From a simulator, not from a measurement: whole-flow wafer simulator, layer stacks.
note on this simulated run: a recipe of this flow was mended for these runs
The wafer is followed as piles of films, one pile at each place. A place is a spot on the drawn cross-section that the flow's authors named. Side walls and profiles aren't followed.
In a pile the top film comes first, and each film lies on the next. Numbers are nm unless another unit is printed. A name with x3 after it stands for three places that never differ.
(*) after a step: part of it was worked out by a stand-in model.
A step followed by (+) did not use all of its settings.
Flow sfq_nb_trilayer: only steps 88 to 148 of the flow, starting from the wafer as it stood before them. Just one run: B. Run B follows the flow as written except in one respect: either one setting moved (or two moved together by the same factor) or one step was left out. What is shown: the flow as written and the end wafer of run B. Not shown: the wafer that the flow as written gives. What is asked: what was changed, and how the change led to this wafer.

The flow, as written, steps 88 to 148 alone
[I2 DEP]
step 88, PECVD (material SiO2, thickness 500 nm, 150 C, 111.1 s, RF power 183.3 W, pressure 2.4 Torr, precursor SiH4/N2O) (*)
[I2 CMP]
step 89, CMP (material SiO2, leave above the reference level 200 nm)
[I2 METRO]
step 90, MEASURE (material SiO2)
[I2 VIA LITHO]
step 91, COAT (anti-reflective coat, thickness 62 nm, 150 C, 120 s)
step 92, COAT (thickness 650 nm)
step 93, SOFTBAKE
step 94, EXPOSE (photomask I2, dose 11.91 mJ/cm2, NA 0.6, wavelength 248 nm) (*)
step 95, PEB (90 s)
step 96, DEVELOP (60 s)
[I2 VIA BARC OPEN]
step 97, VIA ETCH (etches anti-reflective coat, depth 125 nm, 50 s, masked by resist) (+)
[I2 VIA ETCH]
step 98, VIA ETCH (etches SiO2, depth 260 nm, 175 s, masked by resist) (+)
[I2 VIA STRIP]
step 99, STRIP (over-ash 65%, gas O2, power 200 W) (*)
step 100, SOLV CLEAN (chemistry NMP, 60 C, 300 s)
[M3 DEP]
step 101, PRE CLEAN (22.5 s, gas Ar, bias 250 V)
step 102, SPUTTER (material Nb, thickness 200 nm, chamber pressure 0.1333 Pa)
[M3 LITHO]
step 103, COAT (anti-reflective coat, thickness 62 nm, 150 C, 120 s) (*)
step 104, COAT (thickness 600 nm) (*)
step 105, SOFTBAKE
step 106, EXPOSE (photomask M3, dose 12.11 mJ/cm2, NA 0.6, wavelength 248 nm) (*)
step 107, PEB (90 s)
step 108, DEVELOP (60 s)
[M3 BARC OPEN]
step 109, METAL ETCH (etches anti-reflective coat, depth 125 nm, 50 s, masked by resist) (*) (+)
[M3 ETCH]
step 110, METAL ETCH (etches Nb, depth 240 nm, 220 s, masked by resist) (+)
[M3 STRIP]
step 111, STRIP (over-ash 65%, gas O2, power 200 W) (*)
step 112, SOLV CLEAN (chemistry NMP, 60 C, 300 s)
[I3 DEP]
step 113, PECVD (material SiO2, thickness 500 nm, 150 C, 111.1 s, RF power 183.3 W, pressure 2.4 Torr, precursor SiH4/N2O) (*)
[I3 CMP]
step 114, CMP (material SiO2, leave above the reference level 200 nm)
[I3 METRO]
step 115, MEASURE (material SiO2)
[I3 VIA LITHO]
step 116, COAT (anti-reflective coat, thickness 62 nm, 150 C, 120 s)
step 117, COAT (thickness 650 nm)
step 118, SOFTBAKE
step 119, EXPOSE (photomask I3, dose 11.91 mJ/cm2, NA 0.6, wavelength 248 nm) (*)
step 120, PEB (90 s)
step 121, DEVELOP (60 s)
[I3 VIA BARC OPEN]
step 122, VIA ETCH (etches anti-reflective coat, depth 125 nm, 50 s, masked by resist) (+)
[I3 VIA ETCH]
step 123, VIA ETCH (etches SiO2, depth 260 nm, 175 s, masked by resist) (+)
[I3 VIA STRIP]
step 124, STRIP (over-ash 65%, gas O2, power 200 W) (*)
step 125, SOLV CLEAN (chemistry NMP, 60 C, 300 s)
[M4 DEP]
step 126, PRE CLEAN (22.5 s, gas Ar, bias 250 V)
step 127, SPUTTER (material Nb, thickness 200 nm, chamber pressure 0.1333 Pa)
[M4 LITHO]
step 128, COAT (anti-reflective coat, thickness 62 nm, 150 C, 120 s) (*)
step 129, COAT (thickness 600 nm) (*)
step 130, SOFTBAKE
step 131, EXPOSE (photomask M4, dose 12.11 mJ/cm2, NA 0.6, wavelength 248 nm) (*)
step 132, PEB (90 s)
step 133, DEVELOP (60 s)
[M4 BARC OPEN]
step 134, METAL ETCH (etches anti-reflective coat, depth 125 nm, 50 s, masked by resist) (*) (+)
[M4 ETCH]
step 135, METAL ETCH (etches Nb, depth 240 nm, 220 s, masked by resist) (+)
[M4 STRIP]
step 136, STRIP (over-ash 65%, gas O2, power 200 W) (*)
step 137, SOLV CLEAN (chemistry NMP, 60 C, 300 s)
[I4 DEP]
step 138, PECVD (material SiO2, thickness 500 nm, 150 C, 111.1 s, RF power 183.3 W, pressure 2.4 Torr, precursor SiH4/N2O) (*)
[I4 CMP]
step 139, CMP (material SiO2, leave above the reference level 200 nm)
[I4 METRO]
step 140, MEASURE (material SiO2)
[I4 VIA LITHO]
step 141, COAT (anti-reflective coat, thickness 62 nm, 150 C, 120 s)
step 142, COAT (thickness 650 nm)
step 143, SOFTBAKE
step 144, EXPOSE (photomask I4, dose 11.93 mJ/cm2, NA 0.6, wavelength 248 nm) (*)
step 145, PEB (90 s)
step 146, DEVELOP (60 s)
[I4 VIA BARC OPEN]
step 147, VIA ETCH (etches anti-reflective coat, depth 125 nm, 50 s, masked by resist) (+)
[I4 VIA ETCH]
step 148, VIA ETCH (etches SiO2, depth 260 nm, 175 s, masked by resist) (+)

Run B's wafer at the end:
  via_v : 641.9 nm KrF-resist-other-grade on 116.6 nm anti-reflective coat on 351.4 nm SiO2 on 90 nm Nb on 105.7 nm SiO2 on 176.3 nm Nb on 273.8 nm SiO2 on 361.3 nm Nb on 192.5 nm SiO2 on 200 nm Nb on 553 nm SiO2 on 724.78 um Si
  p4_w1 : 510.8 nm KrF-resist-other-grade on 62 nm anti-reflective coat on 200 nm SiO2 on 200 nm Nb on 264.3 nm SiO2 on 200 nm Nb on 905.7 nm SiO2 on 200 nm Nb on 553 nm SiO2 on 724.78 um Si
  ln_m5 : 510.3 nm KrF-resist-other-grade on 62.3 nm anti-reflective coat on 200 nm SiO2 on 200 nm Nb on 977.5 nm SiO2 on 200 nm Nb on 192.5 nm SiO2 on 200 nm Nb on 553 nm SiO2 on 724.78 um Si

The reason: step 88, PECVD: RF power 97.37 W was run, though the flow has RF power 183.3 W.

The path from the change to this, step by step:
  step 88, PECVD (material SiO2, thickness 500 nm, 150 C, 111.1 s, RF power 183.3 W, pressure 2.4 Torr, precursor SiH4/N2O) (*)
      field_l, be, be_sur and 81 more: +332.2 SiO2 (as written it would have been: +500 SiO2)
      v_sur, via_wl, via_w and 18 more: +332.2 SiO2 (new film) (as written it would have been: +500 SiO2 (new film))
      (also at 1 further place)
  step 89, CMP (material SiO2, leave above the reference level 200 nm)
      field_l, be, be_sur and 81 more: nothing (as written it would have been: -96 SiO2)
      via_v: nothing (as written it would have been: -181.6 SiO2)
      (also at 21 further places)
  step 91, COAT (anti-reflective coat, thickness 62 nm, 150 C, 120 s)
      ce_r, sp_r, wl_j_sl, wl_f_sr: +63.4 anti-reflective coat (new film) (as written it would have been: +62 anti-reflective coat (new film))
      wl_d_m1, m0r_line_l x3: +70.3 anti-reflective coat (new film) (as written it would have been: +62 anti-reflective coat (new film))
      (also at 65 further places)
  step 92, COAT (thickness 650 nm)
      m5r_line_l, m5r_line_r: +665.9 KrF-resist-other-grade (new film) (as written it would have been: +650 KrF-resist-other-grade (new film))
      m5r_linepad_l, m5r_linepad_r: +635 KrF-resist-other-grade (new film) (as written it would have been: +650 KrF-resist-other-grade (new film))
      (also at 19 further places)
  step 96, DEVELOP (60 s)
      via_w: -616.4 KrF-resist-other-grade (all of it) (as written it would have been: -648.6 KrF-resist-other-grade (all of it))
  step 97, VIA ETCH (etches anti-reflective coat, depth 125 nm, 50 s, masked by resist) (+)
      via_w: -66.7 anti-reflective coat (all of it), -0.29 SiO2 (as written it would have been: -62 anti-reflective coat (all of it), -0.31 SiO2)
  step 99, STRIP (over-ash 65%, gas O2, power 200 W) (*)
      m0r_line_l x3: -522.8 KrF-resist-other-grade (all of it), -70.3 anti-reflective coat (all of it) (as written it would have been: -510.8 KrF-resist-other-grade (all of it), -62 anti-reflective coat (all of it))
      m0r_space_l, m6r_space_l x2: -513.6 KrF-resist-other-grade (all of it), -81.5 anti-reflective coat (all of it) (as written it would have been: -510.8 KrF-resist-other-grade (all of it), -62 anti-reflective coat (all of it))
      (also at 68 further places)
  step 102, SPUTTER (material Nb, thickness 200 nm, chamber pressure 0.1333 Pa)
      via_v: +176.3 Nb (new film) (as written it would have been: +200 Nb (new film))
  step 103, COAT (anti-reflective coat, thickness 62 nm, 150 C, 120 s) (*)
      p3_fr, m0r_line_r x3: +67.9 anti-reflective coat (new film) (as written it would have been: +62 anti-reflective coat (new film))
      m0r_line_l x3: +67.7 anti-reflective coat (new film) (as written it would have been: +62 anti-reflective coat (new film))
      (also at 61 further places)
  step 104, COAT (thickness 600 nm) (*)
      wl_d_sl, wl_f_sr: +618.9 KrF-resist-other-grade (new film) (as written it would have been: +600 KrF-resist-other-grade (new film))
      m5r_line_l, m5r_line_r: +614.2 KrF-resist-other-grade (new film) (as written it would have been: +600 KrF-resist-other-grade (new film))
      (also at 21 further places)
  step 108, DEVELOP (60 s)
      wl_d_sl, wl_f_sr: -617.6 KrF-resist-other-grade (all of it) (as written it would have been: -598.7 KrF-resist-other-grade (all of it))
      m5r_line_l, m5r_line_r: -612.9 KrF-resist-other-grade (all of it) (as written it would have been: -598.7 KrF-resist-other-grade (all of it))
      (also at 10 further places)
  step 109, METAL ETCH (etches anti-reflective coat, depth 125 nm, 50 s, masked by resist) (*) (+)
      p3_fr, m0r_line_r x3: -67.9 anti-reflective coat (all of it) (as written it would have been: -62 anti-reflective coat (all of it))
      m0r_line_l x3: -67.7 anti-reflective coat (all of it) (as written it would have been: -62 anti-reflective coat (all of it))
      (also at 42 further places)
  step 111, STRIP (over-ash 65%, gas O2, power 200 W) (*)
      v_sur: -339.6 KrF-resist-other-grade (all of it), -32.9 anti-reflective coat (all of it) (as written it would have been: -361 KrF-resist-other-grade (all of it), -46 anti-reflective coat (all of it))
      via_wl: -350.8 KrF-resist-other-grade (all of it), -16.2 anti-reflective coat (all of it) (as written it would have been: -381.1 KrF-resist-other-grade (all of it), -16.7 anti-reflective coat (all of it))
      (also at 22 further places)
  step 113, PECVD (material SiO2, thickness 500 nm, 150 C, 111.1 s, RF power 183.3 W, pressure 2.4 Torr, precursor SiH4/N2O) (*)
      via_v: +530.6 SiO2 (new film) (as written it would have been: +500 SiO2 (new film))
  step 114, CMP (material SiO2, leave above the reference level 200 nm)
      field_l, be, be_sur and 64 more: -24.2 SiO2 (as written it would have been: -96 SiO2)
      p4_w1, p4_w2, p4_w3 and 6 more: -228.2 SiO2 (as written it would have been: -300 SiO2)
      (also at 9 further places)
  step 123, VIA ETCH (etches SiO2, depth 260 nm, 175 s, masked by resist) (+)
      via_v: -260 SiO2 (as written it would have been: -199.7 SiO2 (all of it), -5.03 Nb)
  ... 11 other steps ...
  step 147, VIA ETCH (etches anti-reflective coat, depth 125 nm, 50 s, masked by resist) (+)
      via_wl: -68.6 anti-reflective coat (all of it), -0.28 SiO2 (as written it would have been: -62 anti-reflective coat (all of it), -0.31 SiO2)
      via_w: -71 anti-reflective coat (all of it), -0.27 SiO2 (as written it would have been: -62 anti-reflective coat (all of it), -0.31 SiO2)
      (also at 1 further place)
If metal films that touch count as one body, via_v has 4 bodies (between them, from the top down: SiO2 105.7; SiO2 273.8; SiO2 192.5); the flow as written gives 3 bodies (between them, from the top down: SiO2 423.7; SiO2 192.5).
